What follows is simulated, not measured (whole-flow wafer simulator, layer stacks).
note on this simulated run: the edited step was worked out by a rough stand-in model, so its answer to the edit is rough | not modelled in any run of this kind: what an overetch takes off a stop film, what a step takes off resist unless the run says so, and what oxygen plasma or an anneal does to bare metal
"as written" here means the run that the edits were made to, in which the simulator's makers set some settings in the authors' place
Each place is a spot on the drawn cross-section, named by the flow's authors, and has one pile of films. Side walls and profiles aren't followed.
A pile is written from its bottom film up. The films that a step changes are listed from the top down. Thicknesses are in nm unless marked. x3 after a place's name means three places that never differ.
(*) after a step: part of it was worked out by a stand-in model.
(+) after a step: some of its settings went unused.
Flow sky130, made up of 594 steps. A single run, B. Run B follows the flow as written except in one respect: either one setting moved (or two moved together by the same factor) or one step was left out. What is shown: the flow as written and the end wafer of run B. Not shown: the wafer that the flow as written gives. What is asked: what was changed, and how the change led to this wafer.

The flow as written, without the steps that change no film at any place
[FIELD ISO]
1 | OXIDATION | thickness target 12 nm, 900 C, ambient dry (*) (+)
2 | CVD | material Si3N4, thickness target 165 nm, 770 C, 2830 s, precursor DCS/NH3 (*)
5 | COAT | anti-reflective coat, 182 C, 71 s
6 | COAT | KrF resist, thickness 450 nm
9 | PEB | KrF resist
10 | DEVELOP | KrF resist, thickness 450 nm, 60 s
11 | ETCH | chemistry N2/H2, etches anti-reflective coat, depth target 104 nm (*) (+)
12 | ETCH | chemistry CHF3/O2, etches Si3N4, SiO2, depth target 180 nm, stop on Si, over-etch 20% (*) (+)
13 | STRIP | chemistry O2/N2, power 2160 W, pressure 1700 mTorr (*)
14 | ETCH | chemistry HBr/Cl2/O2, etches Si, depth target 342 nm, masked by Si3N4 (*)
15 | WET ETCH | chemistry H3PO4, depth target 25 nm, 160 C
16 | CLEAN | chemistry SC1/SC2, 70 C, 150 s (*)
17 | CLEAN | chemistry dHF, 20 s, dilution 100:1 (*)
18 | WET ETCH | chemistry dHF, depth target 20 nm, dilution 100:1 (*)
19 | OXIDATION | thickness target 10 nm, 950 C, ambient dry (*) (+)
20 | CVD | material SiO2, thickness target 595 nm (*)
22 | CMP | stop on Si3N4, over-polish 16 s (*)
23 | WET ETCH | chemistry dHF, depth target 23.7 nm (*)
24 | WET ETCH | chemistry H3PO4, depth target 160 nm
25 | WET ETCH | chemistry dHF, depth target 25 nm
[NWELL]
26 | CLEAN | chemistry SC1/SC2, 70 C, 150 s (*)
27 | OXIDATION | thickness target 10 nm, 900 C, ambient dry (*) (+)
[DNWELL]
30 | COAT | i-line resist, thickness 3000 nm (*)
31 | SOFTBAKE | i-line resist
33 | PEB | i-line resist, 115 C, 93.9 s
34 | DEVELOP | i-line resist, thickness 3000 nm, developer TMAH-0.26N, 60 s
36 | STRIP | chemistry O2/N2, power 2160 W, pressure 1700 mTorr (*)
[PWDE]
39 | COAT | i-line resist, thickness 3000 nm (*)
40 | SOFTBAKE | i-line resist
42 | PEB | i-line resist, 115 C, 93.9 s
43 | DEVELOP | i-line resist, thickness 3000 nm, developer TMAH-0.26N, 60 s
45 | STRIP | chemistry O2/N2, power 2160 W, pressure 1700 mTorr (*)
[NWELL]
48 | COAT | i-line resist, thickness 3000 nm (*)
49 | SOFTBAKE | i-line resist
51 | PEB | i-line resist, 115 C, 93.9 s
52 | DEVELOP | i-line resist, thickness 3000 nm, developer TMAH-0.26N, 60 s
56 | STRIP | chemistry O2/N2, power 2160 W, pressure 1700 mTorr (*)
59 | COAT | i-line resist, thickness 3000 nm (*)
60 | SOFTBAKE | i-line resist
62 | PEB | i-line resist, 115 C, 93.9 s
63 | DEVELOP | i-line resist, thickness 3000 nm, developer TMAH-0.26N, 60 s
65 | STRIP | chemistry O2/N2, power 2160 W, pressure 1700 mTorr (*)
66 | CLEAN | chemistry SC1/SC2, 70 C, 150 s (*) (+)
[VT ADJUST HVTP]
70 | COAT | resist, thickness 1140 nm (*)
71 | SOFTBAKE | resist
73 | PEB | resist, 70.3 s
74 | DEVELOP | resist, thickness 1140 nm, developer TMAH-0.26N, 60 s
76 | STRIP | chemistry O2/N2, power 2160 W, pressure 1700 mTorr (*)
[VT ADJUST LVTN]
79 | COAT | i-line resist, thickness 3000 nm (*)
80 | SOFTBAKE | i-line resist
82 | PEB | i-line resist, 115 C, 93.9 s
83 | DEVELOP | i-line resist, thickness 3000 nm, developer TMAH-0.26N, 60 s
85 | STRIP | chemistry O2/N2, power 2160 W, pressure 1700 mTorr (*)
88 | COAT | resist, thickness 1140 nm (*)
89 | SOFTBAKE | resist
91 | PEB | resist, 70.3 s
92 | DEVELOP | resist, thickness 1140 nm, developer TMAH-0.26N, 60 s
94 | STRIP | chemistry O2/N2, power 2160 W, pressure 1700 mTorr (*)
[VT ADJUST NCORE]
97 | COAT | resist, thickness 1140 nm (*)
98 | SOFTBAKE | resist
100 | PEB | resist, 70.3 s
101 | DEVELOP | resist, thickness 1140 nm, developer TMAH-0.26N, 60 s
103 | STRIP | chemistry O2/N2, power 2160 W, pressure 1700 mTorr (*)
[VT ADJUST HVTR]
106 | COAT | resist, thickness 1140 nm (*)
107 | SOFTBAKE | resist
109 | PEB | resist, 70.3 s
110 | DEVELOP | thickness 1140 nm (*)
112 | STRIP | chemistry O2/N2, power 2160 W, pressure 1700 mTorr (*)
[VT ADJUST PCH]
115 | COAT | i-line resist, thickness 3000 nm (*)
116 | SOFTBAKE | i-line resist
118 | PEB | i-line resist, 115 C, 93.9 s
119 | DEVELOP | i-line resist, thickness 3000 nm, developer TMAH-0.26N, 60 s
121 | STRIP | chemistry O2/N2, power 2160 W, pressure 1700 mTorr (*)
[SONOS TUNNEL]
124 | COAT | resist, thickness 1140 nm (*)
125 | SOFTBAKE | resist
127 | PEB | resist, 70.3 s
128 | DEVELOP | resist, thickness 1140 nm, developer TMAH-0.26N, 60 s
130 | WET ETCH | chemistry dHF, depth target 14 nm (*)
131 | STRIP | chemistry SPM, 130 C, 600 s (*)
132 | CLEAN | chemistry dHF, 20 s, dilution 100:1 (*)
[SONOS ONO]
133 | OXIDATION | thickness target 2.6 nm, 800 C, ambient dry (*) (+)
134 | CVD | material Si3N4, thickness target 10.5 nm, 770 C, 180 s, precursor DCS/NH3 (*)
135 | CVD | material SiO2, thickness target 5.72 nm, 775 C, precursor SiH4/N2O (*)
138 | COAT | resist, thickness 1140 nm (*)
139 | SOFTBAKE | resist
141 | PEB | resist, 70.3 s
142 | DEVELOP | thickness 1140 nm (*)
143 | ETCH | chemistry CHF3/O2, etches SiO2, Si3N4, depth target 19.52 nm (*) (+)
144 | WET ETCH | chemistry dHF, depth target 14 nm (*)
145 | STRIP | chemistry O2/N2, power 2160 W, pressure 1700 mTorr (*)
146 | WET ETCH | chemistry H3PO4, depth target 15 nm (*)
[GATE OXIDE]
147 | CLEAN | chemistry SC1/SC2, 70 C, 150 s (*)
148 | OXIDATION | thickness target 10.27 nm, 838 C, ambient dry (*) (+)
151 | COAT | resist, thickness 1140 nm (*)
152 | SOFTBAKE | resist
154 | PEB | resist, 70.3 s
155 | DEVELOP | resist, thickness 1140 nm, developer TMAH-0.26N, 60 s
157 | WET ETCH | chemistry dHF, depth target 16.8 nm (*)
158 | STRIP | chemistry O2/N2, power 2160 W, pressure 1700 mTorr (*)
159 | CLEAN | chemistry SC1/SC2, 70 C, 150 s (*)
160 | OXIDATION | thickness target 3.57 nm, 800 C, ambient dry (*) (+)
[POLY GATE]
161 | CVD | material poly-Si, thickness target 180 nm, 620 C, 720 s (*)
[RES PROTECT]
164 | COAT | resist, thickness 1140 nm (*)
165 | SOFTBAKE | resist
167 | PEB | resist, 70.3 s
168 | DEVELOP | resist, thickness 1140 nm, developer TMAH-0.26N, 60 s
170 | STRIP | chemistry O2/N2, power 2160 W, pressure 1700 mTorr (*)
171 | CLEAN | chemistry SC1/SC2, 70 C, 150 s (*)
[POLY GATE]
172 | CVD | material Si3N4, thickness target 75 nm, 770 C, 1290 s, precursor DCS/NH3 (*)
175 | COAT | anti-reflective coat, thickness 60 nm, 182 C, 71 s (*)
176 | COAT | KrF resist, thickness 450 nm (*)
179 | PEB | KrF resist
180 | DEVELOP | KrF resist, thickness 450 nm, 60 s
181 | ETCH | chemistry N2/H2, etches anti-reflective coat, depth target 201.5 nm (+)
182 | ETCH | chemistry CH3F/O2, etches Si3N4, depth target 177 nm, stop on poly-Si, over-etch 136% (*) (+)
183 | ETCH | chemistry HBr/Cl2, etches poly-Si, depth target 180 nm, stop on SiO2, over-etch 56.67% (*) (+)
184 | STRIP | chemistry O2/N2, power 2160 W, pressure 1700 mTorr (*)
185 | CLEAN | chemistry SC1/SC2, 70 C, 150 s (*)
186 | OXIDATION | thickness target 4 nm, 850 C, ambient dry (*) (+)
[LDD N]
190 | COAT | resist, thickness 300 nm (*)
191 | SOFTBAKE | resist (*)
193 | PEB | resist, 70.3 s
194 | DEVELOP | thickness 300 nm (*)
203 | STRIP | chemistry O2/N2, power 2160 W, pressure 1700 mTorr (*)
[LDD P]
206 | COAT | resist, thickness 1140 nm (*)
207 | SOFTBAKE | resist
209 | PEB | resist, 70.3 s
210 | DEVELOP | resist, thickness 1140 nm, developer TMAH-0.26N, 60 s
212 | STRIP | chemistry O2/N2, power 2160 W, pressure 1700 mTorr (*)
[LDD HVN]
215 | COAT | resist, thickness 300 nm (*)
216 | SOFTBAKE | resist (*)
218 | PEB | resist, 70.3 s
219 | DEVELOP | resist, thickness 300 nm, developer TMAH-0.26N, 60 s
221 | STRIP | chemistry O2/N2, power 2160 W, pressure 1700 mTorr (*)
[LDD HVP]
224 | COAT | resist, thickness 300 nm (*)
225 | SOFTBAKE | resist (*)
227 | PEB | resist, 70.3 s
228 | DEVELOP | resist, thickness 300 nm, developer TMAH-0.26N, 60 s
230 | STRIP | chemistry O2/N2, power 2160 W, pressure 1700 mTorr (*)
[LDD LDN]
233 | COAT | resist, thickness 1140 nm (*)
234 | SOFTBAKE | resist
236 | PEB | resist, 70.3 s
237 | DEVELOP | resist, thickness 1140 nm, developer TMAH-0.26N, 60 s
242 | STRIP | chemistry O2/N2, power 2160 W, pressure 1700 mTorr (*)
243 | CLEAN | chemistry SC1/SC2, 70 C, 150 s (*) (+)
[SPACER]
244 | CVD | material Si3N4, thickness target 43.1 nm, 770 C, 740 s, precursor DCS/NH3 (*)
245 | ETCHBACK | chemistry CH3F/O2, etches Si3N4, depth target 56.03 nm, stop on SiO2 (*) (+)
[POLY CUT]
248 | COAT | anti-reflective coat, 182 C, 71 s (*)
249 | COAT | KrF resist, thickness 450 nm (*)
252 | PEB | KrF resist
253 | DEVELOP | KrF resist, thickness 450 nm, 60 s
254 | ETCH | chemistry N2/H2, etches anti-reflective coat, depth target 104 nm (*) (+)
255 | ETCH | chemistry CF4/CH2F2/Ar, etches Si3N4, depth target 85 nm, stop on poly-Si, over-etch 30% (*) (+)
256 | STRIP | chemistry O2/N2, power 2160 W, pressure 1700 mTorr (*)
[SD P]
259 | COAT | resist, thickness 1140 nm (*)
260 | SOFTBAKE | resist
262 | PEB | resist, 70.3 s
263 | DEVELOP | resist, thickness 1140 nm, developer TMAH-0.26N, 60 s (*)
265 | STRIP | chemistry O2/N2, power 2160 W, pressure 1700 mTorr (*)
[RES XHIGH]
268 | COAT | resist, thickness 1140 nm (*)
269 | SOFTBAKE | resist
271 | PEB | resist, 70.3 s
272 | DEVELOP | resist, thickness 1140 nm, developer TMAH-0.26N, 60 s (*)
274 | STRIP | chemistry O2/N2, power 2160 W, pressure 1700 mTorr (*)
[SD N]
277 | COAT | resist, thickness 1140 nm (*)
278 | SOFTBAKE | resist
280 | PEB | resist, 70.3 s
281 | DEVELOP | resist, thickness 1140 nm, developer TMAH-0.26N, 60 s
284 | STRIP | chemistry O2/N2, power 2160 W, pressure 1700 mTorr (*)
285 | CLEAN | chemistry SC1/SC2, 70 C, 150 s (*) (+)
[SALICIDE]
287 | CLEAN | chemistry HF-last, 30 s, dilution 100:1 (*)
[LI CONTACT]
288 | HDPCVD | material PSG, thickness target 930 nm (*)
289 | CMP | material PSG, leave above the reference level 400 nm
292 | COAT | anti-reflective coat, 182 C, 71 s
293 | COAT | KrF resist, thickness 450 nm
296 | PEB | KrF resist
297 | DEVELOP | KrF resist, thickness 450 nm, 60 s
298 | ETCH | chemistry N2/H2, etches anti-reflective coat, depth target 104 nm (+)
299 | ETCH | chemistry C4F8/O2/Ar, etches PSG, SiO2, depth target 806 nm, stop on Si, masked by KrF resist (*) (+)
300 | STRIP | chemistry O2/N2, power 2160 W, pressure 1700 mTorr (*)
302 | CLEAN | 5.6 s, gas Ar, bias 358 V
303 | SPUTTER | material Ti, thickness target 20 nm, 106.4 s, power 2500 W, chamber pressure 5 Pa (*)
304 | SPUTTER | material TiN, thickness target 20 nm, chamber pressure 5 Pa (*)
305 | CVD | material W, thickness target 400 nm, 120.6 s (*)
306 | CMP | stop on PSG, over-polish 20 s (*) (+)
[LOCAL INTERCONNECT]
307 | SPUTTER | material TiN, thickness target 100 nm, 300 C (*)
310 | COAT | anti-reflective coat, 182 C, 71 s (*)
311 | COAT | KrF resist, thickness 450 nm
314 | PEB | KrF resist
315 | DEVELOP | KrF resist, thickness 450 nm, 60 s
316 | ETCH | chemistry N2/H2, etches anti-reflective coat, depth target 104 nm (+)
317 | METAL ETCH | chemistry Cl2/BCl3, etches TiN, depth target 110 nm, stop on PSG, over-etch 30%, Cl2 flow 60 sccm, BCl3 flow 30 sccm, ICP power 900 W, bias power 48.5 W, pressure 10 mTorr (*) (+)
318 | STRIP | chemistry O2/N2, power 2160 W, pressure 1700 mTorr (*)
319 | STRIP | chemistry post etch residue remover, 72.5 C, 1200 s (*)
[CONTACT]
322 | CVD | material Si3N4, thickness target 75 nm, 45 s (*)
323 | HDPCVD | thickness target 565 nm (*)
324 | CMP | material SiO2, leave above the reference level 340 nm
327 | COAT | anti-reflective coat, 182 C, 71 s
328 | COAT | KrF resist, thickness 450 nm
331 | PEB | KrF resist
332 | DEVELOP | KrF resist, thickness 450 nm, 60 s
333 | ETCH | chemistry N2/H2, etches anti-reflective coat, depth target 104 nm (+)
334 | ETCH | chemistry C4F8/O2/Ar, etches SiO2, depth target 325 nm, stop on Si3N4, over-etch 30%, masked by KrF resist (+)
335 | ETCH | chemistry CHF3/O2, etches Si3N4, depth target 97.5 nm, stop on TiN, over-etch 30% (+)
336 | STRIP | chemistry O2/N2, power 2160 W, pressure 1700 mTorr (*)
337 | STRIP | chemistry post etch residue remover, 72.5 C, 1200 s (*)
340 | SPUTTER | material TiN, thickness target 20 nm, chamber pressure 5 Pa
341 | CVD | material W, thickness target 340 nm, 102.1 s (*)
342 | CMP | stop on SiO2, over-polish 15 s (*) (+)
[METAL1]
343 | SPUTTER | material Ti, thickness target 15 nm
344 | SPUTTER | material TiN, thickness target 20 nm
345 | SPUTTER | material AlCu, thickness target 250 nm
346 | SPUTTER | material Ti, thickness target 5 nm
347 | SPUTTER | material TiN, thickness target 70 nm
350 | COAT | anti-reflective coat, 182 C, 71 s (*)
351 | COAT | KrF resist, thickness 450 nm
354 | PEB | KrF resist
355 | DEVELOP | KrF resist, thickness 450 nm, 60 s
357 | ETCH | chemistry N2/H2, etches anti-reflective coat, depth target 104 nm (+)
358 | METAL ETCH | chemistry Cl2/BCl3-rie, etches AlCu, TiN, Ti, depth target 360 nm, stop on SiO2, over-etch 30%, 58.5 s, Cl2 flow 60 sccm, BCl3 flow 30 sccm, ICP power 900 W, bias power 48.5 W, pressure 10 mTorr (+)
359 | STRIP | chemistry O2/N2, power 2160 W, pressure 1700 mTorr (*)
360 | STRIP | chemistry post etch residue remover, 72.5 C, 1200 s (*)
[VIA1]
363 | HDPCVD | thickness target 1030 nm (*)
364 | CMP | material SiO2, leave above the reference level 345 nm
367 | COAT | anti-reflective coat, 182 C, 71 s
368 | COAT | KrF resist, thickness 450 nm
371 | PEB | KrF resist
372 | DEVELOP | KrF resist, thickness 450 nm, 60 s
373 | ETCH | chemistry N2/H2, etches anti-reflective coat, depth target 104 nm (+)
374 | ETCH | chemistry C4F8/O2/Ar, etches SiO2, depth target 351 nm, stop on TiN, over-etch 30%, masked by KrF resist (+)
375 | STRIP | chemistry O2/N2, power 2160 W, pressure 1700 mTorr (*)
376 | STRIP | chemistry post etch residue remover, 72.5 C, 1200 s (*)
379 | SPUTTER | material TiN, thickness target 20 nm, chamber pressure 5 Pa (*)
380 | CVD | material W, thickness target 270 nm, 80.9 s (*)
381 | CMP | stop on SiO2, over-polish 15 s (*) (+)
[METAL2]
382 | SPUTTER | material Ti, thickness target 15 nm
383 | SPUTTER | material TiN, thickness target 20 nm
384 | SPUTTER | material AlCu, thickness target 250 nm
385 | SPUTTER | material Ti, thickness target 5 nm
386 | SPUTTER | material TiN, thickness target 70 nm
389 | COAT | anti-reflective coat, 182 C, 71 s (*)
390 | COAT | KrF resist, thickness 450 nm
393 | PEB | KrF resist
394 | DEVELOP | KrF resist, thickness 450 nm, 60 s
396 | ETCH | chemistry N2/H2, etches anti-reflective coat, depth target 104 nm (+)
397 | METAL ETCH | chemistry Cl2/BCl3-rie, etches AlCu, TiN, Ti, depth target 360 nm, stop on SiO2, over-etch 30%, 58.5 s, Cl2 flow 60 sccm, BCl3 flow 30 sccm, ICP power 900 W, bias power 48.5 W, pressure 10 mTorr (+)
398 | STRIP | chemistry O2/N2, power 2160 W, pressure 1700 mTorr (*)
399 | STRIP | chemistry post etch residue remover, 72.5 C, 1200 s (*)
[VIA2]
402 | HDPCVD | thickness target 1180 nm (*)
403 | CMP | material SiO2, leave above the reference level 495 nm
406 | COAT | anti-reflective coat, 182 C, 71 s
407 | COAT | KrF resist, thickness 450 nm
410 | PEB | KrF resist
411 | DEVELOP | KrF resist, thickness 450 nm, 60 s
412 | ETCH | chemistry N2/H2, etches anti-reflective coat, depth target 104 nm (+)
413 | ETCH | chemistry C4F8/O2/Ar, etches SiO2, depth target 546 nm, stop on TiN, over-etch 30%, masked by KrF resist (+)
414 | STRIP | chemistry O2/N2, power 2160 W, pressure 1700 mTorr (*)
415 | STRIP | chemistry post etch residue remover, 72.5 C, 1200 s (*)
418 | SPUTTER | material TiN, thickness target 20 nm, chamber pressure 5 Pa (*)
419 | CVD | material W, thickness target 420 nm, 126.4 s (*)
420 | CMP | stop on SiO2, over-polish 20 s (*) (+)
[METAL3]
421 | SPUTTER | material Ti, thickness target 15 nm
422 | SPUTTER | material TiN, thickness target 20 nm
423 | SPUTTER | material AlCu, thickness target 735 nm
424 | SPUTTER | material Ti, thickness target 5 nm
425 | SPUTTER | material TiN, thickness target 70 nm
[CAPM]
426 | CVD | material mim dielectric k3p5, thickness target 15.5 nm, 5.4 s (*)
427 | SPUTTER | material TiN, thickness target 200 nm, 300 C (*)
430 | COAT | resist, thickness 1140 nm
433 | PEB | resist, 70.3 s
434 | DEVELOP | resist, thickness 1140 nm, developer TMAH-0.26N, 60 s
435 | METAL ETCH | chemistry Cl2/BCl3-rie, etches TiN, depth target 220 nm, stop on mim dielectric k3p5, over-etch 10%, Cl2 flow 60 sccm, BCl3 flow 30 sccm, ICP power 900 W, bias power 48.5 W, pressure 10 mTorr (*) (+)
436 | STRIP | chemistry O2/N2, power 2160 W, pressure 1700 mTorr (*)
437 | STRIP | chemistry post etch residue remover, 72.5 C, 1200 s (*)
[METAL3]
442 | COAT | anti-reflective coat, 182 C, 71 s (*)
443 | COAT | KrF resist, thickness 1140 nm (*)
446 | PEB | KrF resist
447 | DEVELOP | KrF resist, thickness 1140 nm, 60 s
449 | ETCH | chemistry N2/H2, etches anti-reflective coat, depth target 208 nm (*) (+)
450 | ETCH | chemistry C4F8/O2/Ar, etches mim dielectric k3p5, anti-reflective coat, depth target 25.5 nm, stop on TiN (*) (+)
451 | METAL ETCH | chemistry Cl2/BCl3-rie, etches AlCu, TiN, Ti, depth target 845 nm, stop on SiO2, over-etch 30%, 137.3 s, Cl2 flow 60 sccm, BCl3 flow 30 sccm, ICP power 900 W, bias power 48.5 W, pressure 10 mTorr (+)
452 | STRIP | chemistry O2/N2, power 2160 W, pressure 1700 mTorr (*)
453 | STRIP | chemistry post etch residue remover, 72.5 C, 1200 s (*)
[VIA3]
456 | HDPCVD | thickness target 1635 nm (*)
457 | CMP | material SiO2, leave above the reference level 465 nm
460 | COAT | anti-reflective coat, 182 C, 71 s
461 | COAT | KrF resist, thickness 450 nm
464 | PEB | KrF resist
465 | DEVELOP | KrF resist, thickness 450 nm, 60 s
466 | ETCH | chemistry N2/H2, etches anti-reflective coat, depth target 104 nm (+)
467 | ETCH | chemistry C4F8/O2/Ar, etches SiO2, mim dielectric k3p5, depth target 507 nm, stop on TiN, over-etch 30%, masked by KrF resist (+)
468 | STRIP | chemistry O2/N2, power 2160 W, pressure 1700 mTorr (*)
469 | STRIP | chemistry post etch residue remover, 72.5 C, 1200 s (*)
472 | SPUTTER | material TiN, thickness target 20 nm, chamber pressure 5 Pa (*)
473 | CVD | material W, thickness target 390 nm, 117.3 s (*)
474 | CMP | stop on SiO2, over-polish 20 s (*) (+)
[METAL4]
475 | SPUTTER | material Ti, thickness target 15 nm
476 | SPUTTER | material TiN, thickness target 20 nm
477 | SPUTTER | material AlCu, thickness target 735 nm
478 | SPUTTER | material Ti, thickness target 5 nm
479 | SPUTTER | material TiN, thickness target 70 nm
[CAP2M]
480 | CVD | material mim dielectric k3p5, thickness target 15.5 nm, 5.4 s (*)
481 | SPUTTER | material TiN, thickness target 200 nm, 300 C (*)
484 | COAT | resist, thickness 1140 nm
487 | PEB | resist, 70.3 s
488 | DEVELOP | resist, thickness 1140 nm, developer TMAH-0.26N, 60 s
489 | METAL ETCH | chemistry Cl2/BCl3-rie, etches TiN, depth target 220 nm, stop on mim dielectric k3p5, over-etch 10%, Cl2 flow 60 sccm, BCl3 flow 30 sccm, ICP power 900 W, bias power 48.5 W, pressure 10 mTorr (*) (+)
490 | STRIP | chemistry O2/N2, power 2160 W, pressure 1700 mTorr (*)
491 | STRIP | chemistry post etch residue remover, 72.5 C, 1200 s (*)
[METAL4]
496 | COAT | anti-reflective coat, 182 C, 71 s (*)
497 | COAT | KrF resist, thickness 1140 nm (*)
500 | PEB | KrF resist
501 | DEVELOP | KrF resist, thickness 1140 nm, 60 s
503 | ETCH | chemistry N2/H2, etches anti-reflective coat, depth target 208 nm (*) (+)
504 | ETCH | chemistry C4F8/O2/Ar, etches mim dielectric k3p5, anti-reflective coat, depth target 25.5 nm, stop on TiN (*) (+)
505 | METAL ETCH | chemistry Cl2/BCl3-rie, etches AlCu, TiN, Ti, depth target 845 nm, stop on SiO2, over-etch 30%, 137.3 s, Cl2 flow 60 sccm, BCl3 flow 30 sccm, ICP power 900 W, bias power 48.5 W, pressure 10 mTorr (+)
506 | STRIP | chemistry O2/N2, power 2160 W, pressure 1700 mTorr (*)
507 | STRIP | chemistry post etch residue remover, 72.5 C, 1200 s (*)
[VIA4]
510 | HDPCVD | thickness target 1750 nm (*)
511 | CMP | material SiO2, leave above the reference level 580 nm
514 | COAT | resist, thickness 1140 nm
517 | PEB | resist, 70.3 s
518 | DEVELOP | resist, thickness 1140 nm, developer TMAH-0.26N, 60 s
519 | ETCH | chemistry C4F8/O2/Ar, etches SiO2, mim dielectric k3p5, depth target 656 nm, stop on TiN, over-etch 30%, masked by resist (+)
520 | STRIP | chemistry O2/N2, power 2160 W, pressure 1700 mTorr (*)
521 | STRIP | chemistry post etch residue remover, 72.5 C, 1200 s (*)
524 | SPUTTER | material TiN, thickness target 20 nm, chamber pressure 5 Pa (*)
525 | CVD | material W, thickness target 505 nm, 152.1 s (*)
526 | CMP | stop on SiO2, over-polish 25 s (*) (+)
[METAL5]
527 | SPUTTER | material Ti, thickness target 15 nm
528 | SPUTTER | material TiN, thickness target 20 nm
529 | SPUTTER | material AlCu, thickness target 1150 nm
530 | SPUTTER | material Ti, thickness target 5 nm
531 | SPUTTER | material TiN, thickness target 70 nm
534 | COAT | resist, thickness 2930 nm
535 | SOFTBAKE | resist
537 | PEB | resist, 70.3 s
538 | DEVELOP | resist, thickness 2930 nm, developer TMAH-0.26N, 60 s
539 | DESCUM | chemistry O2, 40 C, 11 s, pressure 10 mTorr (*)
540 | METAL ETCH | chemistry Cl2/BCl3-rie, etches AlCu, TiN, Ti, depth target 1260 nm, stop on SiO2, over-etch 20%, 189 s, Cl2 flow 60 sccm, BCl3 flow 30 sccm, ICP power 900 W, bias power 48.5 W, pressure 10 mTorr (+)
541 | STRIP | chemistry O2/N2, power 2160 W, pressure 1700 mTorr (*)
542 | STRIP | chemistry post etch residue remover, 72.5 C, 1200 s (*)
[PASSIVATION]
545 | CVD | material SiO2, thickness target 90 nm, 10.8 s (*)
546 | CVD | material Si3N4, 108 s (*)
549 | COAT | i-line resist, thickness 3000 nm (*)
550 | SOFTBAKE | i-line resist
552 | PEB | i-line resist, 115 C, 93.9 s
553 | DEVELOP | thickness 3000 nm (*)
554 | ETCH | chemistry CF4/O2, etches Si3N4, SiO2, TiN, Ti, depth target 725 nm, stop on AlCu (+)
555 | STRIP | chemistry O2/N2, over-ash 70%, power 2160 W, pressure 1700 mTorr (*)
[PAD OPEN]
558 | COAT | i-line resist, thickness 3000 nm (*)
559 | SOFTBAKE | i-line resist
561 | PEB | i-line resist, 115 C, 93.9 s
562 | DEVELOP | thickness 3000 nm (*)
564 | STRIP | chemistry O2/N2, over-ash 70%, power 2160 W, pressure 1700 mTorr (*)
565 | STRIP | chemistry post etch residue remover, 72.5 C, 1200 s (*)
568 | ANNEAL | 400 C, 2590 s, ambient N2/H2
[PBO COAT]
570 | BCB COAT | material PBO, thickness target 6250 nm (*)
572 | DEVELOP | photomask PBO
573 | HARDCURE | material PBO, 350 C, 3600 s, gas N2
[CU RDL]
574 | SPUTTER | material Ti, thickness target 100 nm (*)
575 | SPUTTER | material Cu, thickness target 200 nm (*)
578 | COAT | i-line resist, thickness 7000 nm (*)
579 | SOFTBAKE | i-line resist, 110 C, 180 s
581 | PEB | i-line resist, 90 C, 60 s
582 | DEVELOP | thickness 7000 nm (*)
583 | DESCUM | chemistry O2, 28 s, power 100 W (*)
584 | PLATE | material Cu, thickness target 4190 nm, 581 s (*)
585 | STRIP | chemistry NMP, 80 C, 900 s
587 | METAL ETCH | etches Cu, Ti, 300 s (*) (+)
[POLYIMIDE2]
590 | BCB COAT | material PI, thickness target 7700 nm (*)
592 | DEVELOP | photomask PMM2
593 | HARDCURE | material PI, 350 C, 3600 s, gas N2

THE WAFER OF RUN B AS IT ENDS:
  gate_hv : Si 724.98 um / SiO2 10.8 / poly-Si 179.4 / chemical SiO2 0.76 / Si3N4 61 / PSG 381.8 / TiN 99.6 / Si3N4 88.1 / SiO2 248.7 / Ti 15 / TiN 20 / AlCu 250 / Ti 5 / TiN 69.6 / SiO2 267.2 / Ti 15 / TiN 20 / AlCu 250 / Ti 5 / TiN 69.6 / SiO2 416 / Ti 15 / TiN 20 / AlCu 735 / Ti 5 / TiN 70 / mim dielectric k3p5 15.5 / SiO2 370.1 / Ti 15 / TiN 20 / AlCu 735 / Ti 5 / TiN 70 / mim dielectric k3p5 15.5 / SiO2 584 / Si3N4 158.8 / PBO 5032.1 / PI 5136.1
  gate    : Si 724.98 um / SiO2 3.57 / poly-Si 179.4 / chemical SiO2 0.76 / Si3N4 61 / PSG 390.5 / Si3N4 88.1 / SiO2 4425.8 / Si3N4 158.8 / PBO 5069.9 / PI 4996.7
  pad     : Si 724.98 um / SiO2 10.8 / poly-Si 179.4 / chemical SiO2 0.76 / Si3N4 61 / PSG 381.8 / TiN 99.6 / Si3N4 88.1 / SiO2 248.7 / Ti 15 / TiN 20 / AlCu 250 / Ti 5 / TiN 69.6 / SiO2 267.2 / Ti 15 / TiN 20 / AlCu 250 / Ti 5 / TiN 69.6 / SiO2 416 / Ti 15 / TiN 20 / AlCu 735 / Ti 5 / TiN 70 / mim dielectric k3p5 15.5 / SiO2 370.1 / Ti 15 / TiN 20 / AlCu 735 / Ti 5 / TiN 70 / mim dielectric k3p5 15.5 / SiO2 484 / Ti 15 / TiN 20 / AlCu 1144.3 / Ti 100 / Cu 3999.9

What caused this: step 322, CVD: thickness target 88.1 nm was run, while the flow as written has thickness target 75 nm; step 322, CVD: 52.9 s was run, where the flow has 45 s.
The wafer lets one read it off: gate_hv has Si3N4 88.1, and step 322 as written asks for 75 nm.

Step by step, how the change led to this:
  322 | CVD | material Si3N4, thickness target 75 nm, 45 s (*)
      field, active, n_well and 188 more: +88.1 Si3N4 (new film) (as written it would have been: +75 Si3N4 (new film))
  324 | CMP | material SiO2, leave above the reference level 340 nm
      n_well, p_well, gate_hv and 93 more: -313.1 SiO2 (as written it would have been: -300 SiO2)
      field, active, gate and 88 more: -213.5 SiO2 (as written it would have been: -200.4 SiO2)
      (and at 4 other places as well)
  334 | ETCH | chemistry C4F8/O2/Ar, etches SiO2, depth target 325 nm, stop on Si3N4, over-etch 30%, masked by KrF resist (+)
      poly_licon, ndiff_licon, ndiff_licon_cpp, rpo_hd_licon: -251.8 SiO2 (all of it) (as written it would have been: -264.9 SiO2 (all of it))
  335 | ETCH | chemistry CHF3/O2, etches Si3N4, depth target 97.5 nm, stop on TiN, over-etch 30% (+)
      poly_licon, ndiff_licon, ndiff_licon_cpp, rpo_hd_licon: -88.1 Si3N4 (all of it) (as written it would have been: -75 Si3N4 (all of it))
